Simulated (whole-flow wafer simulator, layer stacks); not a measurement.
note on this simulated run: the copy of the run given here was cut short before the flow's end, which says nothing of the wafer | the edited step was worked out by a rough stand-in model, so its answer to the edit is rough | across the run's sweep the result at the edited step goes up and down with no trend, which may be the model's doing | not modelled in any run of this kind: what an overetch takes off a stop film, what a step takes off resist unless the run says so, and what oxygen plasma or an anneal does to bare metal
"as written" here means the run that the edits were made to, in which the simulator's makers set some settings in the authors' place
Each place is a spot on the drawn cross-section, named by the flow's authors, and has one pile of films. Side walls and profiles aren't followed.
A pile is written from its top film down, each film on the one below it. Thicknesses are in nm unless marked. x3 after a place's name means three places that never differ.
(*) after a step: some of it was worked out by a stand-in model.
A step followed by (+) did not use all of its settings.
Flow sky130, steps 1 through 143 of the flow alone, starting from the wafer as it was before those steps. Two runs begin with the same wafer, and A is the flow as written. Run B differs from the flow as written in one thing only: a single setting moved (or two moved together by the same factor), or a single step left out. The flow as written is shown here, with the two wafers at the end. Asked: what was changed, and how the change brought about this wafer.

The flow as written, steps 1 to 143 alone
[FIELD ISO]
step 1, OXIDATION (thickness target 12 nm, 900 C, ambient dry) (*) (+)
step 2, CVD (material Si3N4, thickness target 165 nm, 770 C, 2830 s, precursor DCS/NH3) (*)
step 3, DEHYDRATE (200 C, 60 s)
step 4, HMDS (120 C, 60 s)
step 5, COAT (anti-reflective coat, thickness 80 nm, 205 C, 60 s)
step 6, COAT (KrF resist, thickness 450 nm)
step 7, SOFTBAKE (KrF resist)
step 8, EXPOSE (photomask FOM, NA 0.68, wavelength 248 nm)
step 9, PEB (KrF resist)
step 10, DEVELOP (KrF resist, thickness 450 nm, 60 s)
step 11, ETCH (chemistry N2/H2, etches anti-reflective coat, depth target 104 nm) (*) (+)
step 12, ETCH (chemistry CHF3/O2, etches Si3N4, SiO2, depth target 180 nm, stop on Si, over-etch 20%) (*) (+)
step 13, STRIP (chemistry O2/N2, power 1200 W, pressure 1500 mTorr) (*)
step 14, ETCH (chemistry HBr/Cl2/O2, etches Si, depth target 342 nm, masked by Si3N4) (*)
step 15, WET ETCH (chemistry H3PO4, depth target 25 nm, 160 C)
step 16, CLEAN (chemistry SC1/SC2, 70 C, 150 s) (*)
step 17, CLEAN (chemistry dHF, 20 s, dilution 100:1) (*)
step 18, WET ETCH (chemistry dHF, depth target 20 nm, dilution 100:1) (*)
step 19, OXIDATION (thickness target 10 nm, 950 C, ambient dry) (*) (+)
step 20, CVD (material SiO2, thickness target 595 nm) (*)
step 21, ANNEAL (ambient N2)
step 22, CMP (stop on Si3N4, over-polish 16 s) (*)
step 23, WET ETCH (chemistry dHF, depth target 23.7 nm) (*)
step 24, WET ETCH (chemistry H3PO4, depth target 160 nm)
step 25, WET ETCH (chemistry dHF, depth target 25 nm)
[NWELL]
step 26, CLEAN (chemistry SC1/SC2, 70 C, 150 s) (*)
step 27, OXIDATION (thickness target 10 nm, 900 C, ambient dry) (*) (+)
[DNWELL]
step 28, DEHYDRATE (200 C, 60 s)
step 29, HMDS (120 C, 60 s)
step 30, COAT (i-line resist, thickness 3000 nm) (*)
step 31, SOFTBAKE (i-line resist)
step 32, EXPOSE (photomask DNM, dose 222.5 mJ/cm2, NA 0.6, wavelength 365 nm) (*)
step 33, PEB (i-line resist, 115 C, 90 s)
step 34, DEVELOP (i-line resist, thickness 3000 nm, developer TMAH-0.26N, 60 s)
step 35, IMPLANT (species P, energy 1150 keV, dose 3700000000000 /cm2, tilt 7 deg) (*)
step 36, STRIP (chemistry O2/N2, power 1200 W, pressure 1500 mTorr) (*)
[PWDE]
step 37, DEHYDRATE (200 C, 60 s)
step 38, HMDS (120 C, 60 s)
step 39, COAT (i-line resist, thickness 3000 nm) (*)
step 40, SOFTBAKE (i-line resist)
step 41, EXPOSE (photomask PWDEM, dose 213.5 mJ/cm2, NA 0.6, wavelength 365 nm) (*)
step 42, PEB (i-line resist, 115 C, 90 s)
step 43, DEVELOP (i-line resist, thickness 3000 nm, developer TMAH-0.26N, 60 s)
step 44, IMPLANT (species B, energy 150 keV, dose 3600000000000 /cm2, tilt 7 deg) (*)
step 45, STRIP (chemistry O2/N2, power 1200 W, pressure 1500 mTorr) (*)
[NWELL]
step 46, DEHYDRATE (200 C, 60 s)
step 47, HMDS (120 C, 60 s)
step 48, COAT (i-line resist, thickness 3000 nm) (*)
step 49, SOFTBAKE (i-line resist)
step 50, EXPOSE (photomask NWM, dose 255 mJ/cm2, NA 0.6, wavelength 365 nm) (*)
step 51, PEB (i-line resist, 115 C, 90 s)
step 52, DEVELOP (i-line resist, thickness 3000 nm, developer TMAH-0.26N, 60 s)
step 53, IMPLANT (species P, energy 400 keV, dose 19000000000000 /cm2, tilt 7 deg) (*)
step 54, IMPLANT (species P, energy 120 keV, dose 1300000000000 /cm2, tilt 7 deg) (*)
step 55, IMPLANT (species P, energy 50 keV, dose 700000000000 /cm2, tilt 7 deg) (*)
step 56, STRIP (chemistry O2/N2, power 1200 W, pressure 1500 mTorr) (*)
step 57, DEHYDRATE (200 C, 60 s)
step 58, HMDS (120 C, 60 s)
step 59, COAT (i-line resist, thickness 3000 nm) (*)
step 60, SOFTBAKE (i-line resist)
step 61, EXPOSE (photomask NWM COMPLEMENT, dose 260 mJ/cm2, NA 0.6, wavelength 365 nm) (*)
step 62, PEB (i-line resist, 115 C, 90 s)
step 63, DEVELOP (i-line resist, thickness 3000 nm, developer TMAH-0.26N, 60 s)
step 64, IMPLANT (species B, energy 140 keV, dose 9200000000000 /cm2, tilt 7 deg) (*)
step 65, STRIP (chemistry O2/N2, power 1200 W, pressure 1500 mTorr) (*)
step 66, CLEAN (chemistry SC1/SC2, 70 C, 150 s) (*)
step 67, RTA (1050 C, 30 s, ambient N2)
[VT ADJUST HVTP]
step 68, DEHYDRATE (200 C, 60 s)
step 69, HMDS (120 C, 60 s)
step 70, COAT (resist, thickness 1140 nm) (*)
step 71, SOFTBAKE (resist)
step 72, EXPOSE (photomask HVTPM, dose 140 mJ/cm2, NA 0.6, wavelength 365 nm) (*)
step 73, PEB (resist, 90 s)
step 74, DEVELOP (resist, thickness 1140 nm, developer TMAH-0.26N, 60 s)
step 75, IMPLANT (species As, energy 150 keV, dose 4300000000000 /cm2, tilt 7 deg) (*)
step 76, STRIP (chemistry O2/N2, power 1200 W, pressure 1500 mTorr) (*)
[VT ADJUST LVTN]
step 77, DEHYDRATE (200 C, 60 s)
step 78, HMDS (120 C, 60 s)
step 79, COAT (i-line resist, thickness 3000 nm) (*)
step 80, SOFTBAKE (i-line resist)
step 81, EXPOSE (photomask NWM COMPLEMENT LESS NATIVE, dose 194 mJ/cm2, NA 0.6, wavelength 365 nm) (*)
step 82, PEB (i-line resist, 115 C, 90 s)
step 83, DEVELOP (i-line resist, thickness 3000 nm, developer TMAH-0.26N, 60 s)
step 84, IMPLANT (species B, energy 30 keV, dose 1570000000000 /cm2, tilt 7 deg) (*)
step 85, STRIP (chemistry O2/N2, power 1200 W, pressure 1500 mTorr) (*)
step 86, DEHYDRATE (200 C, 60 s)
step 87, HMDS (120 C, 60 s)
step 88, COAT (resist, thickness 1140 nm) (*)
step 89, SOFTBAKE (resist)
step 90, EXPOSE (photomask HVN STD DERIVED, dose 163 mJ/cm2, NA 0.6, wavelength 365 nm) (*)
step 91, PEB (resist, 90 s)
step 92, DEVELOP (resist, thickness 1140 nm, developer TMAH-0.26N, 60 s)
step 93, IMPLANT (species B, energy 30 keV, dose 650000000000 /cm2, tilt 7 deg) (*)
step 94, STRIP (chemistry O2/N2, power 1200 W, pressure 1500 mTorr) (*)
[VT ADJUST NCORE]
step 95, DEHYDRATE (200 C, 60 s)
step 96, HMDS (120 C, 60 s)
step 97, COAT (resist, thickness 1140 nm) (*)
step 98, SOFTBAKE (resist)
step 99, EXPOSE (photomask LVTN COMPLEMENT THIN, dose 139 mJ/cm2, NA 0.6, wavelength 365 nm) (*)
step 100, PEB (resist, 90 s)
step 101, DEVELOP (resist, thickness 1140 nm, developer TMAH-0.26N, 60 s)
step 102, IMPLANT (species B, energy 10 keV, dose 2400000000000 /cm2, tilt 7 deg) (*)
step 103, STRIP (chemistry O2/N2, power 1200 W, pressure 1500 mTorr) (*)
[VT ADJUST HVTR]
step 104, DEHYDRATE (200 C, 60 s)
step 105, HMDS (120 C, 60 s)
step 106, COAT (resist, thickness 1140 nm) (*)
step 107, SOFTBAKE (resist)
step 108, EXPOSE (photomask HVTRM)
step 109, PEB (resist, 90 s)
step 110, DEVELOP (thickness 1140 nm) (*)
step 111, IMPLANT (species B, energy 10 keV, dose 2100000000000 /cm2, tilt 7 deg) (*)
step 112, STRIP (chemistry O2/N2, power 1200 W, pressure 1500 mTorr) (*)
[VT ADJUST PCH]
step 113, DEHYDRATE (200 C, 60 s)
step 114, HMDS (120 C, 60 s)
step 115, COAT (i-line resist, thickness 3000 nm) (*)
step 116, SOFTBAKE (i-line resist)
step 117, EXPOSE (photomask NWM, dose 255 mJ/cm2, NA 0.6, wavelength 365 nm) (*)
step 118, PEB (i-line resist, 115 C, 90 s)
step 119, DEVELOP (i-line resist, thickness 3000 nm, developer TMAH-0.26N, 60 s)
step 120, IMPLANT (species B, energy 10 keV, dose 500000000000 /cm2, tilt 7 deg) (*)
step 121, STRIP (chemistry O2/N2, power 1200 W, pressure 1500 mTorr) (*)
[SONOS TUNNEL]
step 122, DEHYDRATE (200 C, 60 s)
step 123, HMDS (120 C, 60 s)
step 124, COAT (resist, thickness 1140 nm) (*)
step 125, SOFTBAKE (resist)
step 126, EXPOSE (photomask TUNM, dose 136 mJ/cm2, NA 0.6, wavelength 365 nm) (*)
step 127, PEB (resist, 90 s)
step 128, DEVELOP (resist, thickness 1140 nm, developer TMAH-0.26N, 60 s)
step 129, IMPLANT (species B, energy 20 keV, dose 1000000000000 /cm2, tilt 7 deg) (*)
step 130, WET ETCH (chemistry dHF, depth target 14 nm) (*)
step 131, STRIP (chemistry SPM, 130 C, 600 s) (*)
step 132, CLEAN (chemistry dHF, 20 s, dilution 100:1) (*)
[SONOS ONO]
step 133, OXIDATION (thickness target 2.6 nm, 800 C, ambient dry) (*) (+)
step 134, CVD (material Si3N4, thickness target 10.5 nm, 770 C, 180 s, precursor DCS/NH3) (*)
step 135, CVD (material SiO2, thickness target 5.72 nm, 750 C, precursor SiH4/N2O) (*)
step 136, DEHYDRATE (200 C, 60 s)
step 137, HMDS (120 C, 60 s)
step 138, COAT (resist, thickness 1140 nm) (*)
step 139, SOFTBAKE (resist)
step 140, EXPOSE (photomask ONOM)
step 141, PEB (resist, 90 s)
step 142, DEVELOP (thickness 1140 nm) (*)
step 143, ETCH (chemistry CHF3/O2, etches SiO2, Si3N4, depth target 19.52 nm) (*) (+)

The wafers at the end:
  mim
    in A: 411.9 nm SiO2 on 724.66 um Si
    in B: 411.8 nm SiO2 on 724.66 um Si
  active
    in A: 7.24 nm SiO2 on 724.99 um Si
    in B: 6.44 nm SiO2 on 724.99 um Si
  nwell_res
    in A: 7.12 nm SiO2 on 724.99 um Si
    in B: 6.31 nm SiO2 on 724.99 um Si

The reason: step 133, OXIDATION: thickness target 3.02 nm was run, while the flow as written has thickness target 2.6 nm.

Step by step, how the change led to this:
  step 133, OXIDATION (thickness target 2.6 nm, 800 C, ambient dry) (*) (+)
      active, p_well x5, gate and 67 more: A +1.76 SiO2, -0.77 Si | B +0.96 SiO2, -0.42 Si
      nwell_res, pplus_nw, gate_p and 22 more: A +1.77 SiO2, -0.78 Si | B +0.96 SiO2, -0.42 Si
